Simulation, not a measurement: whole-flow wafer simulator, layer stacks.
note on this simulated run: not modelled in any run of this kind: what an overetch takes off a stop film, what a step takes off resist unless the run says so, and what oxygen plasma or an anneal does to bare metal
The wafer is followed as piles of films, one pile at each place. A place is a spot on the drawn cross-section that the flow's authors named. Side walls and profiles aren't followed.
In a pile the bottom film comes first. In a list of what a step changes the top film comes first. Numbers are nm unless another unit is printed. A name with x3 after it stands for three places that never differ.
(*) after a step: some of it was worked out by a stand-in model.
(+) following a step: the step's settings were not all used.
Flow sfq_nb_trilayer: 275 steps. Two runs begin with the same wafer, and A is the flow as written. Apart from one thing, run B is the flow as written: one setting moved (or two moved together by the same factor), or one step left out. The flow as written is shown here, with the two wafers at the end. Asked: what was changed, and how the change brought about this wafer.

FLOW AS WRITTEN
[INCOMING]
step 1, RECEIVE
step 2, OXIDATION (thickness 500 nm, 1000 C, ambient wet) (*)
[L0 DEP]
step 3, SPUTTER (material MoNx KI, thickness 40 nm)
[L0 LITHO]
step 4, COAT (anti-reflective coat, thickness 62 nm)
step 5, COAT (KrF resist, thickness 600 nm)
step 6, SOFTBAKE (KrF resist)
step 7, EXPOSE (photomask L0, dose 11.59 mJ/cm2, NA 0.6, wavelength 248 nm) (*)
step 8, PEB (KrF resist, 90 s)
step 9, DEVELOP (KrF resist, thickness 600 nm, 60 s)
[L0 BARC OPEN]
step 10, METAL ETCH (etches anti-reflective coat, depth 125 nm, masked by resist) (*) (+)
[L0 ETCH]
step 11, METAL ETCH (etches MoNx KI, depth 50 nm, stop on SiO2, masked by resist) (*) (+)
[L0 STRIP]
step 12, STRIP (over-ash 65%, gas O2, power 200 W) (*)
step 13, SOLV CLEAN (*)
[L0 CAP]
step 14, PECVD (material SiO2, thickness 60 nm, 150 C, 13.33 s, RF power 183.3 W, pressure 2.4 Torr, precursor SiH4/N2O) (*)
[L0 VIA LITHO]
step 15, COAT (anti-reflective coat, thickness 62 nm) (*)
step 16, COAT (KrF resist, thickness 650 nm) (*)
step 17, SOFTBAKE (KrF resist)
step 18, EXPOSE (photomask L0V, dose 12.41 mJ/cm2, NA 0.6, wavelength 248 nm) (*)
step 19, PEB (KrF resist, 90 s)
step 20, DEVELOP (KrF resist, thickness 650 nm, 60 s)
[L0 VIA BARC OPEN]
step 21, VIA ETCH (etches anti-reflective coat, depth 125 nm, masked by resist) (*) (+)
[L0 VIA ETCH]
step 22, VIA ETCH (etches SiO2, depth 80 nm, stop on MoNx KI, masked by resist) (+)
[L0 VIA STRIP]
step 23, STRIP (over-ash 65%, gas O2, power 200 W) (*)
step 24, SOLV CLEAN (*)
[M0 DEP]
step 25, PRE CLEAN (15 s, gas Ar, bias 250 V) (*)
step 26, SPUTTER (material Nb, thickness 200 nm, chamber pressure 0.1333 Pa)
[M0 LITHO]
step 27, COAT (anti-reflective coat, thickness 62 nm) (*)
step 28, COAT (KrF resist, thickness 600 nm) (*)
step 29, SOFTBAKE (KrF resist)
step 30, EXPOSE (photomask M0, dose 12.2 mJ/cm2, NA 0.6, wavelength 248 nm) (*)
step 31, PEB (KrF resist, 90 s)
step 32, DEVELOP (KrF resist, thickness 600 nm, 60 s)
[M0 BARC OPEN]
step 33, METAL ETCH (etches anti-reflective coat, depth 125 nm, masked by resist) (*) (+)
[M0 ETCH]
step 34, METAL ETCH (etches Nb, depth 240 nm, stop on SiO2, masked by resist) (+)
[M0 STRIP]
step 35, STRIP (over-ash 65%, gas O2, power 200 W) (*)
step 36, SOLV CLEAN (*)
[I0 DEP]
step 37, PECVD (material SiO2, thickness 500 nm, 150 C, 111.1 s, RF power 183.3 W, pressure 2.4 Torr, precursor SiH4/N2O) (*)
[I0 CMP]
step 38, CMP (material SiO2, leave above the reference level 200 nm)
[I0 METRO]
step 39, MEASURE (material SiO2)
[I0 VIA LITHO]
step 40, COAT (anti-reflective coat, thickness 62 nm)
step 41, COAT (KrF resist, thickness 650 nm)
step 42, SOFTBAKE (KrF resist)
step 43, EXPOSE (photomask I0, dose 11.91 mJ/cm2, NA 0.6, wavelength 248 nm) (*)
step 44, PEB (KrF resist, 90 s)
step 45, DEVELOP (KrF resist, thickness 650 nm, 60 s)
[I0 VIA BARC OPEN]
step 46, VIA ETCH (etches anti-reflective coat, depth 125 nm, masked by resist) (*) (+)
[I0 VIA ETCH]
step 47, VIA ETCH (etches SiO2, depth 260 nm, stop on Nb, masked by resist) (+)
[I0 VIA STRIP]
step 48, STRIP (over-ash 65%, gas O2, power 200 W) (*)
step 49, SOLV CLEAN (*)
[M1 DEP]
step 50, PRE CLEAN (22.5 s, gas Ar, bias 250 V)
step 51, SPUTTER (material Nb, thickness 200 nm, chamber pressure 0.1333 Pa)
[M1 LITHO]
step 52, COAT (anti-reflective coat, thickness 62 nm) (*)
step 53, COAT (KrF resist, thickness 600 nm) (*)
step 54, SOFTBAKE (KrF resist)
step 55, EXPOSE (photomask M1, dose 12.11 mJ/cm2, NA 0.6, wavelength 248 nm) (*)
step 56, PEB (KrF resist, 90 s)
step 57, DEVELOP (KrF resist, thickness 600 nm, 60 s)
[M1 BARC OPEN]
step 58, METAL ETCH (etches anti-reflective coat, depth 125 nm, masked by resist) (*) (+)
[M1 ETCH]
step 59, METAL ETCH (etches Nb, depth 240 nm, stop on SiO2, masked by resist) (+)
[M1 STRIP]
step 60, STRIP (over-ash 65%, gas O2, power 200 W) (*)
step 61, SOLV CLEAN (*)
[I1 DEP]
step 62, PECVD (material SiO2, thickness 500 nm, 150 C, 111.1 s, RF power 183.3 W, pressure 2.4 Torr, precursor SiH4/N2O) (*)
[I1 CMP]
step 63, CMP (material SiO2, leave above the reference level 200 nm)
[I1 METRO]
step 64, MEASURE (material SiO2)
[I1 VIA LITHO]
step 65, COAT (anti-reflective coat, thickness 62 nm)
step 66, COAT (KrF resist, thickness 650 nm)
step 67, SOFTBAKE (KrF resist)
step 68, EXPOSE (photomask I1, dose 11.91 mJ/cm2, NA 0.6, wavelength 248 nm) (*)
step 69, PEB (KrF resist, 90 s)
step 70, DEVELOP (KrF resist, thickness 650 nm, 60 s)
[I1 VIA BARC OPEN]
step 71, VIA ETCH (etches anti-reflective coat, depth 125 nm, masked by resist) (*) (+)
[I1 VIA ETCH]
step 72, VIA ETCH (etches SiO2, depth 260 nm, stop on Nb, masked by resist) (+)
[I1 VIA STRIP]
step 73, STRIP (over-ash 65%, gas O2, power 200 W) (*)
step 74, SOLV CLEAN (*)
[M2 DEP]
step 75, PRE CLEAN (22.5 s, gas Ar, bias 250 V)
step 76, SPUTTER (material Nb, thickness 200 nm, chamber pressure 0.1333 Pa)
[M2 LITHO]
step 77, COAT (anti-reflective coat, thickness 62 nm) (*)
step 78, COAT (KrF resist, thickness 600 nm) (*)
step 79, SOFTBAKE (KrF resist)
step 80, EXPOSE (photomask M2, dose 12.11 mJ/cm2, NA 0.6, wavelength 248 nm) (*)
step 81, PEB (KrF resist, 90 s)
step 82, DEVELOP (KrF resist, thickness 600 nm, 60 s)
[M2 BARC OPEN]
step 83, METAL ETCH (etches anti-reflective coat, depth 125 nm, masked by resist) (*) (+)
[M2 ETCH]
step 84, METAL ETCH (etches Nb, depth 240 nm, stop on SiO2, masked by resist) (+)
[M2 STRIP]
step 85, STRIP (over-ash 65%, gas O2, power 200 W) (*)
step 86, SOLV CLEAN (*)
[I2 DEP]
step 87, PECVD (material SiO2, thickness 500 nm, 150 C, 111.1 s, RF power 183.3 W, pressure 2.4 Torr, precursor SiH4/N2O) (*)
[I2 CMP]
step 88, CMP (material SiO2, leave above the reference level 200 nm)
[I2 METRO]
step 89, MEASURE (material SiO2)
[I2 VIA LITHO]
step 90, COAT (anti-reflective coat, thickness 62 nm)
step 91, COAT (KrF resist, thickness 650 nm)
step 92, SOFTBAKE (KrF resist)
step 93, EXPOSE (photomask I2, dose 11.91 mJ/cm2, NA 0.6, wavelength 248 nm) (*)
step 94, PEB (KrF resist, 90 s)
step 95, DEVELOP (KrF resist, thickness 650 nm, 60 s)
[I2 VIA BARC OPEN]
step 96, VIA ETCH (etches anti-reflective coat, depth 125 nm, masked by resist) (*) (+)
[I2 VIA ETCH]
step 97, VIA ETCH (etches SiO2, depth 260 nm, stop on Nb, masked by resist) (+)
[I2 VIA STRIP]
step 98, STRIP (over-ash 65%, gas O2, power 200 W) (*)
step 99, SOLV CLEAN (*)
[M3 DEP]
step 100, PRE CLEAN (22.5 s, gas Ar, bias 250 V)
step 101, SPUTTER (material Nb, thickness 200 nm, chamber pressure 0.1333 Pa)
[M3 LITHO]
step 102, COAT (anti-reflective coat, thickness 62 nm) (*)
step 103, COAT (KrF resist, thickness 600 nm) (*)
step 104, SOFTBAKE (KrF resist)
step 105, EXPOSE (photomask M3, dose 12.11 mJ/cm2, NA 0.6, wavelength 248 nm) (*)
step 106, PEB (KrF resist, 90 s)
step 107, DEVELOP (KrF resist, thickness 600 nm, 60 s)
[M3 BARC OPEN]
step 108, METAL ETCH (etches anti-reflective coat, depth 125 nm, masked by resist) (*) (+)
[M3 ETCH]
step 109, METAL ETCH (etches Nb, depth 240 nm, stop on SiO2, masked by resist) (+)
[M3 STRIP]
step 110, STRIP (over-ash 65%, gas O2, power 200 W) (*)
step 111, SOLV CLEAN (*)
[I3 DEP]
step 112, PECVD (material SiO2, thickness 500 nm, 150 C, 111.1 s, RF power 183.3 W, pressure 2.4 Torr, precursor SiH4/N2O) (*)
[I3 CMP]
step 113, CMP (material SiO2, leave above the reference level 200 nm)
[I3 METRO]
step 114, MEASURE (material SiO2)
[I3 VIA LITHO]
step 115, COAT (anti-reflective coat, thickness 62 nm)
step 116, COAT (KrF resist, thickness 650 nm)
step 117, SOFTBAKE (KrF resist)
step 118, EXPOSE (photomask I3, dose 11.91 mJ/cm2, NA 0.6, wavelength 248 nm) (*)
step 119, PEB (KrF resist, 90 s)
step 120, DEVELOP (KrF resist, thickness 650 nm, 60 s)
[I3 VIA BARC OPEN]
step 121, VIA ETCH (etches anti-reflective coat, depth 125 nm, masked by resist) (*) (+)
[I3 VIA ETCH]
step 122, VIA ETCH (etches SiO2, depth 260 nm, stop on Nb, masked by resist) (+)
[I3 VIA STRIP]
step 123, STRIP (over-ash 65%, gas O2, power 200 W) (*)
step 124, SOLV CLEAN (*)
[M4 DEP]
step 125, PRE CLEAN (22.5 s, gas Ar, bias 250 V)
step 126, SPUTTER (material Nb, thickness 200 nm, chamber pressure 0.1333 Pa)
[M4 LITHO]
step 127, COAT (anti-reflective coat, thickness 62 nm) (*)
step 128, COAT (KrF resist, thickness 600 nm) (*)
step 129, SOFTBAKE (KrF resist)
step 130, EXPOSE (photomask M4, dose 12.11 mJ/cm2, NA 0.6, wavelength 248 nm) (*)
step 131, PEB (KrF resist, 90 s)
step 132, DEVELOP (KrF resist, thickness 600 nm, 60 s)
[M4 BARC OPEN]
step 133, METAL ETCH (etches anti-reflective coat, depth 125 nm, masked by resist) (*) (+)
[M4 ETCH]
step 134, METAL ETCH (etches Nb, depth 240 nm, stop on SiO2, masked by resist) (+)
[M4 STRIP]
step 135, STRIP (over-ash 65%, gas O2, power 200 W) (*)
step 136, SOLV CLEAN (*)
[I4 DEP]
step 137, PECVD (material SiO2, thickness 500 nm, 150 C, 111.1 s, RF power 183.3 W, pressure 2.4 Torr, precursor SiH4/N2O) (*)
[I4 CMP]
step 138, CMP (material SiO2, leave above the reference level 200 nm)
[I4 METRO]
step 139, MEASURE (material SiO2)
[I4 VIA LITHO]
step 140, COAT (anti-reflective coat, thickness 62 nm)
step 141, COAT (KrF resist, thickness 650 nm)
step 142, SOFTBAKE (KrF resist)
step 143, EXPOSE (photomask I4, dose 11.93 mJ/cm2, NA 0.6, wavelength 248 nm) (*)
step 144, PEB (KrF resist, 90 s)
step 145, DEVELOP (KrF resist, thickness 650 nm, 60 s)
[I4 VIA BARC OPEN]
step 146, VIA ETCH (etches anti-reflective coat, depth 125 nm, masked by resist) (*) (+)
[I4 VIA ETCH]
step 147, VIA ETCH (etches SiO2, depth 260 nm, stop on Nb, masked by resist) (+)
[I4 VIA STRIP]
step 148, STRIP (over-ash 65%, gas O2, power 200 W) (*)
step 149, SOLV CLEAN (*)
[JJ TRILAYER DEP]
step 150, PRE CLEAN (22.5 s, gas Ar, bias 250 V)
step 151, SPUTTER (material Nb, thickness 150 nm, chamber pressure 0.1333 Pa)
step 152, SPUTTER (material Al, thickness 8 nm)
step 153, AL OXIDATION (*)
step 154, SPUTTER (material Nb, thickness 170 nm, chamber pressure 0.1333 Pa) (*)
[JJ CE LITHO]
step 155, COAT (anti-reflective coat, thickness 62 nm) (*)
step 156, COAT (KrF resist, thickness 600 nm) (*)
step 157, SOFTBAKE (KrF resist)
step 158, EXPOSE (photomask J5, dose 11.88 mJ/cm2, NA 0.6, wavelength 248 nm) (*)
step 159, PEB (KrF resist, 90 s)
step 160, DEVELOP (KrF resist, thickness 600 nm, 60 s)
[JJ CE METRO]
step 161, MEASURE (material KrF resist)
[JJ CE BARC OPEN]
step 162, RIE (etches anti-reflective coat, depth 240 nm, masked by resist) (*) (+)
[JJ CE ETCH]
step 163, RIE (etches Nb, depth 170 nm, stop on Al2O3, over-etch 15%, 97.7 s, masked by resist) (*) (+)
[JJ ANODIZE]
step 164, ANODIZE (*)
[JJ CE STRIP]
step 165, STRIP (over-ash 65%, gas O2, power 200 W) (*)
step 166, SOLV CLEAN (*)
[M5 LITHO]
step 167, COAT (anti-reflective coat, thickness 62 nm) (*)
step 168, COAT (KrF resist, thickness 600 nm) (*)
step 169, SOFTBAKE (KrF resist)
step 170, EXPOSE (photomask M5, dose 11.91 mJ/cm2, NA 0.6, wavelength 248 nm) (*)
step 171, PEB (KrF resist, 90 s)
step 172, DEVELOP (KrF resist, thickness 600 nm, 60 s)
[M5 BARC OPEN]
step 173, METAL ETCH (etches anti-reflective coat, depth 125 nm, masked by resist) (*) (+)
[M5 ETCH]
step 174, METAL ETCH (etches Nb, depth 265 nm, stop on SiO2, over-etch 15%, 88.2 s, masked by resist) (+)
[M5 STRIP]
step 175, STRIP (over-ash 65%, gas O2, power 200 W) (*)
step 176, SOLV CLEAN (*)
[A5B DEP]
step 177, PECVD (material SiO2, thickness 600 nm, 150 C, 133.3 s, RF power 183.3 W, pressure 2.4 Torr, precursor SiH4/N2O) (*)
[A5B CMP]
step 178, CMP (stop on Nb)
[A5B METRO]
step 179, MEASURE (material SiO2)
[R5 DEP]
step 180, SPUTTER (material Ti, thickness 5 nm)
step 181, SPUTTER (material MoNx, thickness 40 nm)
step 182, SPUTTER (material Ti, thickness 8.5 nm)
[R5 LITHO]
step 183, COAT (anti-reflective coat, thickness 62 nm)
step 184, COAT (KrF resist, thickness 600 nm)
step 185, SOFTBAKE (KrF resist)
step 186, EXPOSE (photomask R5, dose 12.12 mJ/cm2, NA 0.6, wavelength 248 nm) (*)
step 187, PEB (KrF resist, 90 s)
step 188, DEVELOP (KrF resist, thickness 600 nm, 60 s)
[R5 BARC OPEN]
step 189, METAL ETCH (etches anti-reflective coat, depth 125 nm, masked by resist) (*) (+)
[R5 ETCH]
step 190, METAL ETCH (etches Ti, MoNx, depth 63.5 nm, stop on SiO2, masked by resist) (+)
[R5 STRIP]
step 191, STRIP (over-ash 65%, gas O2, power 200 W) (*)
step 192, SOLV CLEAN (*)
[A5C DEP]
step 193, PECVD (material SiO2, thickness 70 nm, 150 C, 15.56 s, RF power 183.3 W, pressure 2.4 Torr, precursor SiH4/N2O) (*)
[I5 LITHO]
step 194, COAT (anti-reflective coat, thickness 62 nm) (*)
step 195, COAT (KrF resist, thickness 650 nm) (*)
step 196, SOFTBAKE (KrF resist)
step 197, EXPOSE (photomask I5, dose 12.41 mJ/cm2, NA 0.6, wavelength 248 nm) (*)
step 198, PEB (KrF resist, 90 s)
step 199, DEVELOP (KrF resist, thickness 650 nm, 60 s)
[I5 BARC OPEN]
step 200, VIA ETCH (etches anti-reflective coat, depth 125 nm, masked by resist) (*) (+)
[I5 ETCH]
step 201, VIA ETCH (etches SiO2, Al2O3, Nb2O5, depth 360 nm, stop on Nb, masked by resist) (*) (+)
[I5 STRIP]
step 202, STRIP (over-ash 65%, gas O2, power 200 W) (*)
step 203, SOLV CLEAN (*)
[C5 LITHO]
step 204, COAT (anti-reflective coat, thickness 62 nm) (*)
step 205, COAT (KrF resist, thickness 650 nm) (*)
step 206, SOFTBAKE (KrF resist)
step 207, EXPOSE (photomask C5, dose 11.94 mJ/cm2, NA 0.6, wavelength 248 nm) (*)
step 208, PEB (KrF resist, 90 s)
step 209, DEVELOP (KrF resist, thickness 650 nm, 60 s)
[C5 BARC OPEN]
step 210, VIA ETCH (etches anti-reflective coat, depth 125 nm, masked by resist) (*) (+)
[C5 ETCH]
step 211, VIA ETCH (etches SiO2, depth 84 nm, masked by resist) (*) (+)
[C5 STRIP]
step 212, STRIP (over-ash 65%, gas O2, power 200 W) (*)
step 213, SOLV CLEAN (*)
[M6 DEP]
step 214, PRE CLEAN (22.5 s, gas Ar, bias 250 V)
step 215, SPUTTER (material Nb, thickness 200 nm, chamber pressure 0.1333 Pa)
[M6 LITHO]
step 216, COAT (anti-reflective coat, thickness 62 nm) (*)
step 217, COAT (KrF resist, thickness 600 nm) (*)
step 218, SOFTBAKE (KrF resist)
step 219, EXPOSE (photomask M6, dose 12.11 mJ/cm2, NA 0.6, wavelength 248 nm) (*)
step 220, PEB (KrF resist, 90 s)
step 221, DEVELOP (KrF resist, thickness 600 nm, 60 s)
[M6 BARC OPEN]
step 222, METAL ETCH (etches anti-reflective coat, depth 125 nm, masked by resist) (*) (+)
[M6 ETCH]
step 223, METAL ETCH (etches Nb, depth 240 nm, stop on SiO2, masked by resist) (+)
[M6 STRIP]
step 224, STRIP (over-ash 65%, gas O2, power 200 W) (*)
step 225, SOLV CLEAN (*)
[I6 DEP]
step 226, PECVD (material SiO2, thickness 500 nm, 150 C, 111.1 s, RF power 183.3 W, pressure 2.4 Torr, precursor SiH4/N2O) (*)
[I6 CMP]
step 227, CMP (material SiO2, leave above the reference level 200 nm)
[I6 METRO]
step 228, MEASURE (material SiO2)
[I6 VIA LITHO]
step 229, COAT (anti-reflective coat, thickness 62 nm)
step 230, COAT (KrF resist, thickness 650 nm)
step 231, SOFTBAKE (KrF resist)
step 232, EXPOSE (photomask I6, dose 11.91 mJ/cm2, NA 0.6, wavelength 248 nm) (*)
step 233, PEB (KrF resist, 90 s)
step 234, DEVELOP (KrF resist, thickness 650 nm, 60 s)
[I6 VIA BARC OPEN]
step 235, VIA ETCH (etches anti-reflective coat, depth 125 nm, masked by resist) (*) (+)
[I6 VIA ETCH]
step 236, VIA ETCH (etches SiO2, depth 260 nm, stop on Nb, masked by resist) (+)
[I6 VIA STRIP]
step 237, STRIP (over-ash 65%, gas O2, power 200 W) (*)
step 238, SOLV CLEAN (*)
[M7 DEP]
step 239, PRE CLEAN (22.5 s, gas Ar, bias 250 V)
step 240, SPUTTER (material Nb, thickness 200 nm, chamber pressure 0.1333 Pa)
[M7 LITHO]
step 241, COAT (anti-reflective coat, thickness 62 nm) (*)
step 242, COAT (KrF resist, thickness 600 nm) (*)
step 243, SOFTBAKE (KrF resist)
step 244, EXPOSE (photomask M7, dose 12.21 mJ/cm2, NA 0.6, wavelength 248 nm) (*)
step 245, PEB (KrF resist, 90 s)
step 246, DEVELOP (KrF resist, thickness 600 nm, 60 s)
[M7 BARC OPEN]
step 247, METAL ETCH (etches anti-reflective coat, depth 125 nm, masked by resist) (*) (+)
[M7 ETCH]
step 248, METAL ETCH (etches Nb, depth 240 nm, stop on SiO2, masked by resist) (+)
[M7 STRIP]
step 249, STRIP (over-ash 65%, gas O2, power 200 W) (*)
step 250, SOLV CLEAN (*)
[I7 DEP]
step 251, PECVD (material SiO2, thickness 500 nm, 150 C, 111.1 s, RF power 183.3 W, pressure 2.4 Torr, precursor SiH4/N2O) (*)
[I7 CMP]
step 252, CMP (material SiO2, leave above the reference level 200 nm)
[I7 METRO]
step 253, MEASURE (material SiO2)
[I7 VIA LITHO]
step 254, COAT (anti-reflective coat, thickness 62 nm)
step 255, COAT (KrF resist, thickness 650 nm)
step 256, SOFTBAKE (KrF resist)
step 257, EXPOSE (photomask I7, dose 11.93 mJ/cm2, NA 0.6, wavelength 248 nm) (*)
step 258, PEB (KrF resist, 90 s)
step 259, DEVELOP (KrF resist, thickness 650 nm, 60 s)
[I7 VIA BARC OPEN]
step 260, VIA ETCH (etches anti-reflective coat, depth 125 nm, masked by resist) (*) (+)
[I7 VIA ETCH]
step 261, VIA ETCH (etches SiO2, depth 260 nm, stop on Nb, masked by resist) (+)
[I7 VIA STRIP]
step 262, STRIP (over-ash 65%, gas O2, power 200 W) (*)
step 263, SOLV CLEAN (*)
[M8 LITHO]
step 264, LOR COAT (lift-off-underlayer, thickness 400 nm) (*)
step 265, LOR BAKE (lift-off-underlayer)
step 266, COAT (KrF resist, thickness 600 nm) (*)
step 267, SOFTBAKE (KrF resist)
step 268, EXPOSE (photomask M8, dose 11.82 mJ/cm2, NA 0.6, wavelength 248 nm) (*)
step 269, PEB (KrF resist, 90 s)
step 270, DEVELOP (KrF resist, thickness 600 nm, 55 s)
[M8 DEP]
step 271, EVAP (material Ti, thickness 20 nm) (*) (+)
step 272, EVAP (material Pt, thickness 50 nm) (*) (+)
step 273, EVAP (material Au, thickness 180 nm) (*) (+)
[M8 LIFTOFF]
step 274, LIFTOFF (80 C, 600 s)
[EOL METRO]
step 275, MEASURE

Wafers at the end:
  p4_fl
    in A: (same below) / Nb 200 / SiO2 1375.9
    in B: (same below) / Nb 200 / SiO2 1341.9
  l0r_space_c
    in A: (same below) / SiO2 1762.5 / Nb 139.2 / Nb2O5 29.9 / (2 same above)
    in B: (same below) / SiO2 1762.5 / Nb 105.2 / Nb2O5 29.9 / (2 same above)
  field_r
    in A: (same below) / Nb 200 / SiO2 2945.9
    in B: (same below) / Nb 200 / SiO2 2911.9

What caused this: step 151, SPUTTER: thickness 116 nm was run, whereas the flow has thickness 150 nm.

Step by step, how the change led to this:
  step 151, SPUTTER (material Nb, thickness 150 nm, chamber pressure 0.1333 Pa)
      field_l, v_sur, via_sp and 100 more: A +150 Nb (new film) | B +116 Nb (new film)
      via_wl, via_w, via_wr: A +130.4 Nb | B +100.6 Nb
  step 155, COAT (anti-reflective coat, thickness 62 nm) (*)
      via_wl, via_wr: A +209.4 anti-reflective coat (new film) | B +200.7 anti-reflective coat (new film)
      via_w: A +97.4 anti-reflective coat (new film) | B +94.8 anti-reflective coat (new film)
  step 162, RIE (etches anti-reflective coat, depth 240 nm, masked by resist) (*) (+)
      ce_l, c5j, ce_r, wl_jj: A -209.4 KrF resist | B -200.7 KrF resist
      via_wl, via_wr: A -209.4 anti-reflective coat (all of it) | B -200.7 anti-reflective coat (all of it)
      (and at 1 other place as well)
  step 164, ANODIZE (*)
      via_wl, via_wr: A +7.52 Al2O3 (new film), +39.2 Nb2O5 (new film), -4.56 Al (all of it), -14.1 Nb | B +7.94 Al2O3 (new film), +38.4 Nb2O5 (new film), -4.81 Al (all of it), -13.8 Nb
  step 165, STRIP (over-ash 65%, gas O2, power 200 W) (*)
      c5j, ce_r: A -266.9 KrF resist (all of it), -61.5 anti-reflective coat (all of it) | B -275.6 KrF resist (all of it), -61.5 anti-reflective coat (all of it)
      ce_l: A -266.8 KrF resist (all of it), -61.4 anti-reflective coat (all of it) | B -275.5 KrF resist (all of it), -61.4 anti-reflective coat (all of it)
      (and at 1 other place as well)
  step 167, COAT (anti-reflective coat, thickness 62 nm) (*)
      via_wl: A +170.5 anti-reflective coat (new film) | B +165.3 anti-reflective coat (new film)
      via_wr: A +170.6 anti-reflective coat (new film) | B +165.3 anti-reflective coat (new film)
  step 174, METAL ETCH (etches Nb, depth 265 nm, stop on SiO2, over-etch 15%, 88.2 s, masked by resist) (+)
      field_l, r_sur, res and 50 more: A -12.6 Al2O3 (all of it), -29.9 Nb2O5 (all of it), -139.2 Nb (all of it), -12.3 SiO2 | B -12.6 Al2O3 (all of it), -29.9 Nb2O5 (all of it), -105.2 Nb (all of it), -15.7 SiO2
  step 175, STRIP (over-ash 65%, gas O2, power 200 W) (*)
      via_wl: A -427 KrF resist (all of it), -170.5 anti-reflective coat (all of it) | B -428.6 KrF resist (all of it), -165.3 anti-reflective coat (all of it)
      via_wr: A -427.6 KrF resist (all of it), -170.6 anti-reflective coat (all of it) | B -429.1 KrF resist (all of it), -165.3 anti-reflective coat (all of it)
  step 178, CMP (stop on Nb)
      field_l, p4_fl, p4_fm and 39 more: A -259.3 SiO2 | B -289.9 SiO2
      r_sur, res, r_end, moat, field_r, lsp_l: A -252.3 SiO2 | B -289.9 SiO2
      (and at 5 other places as well)
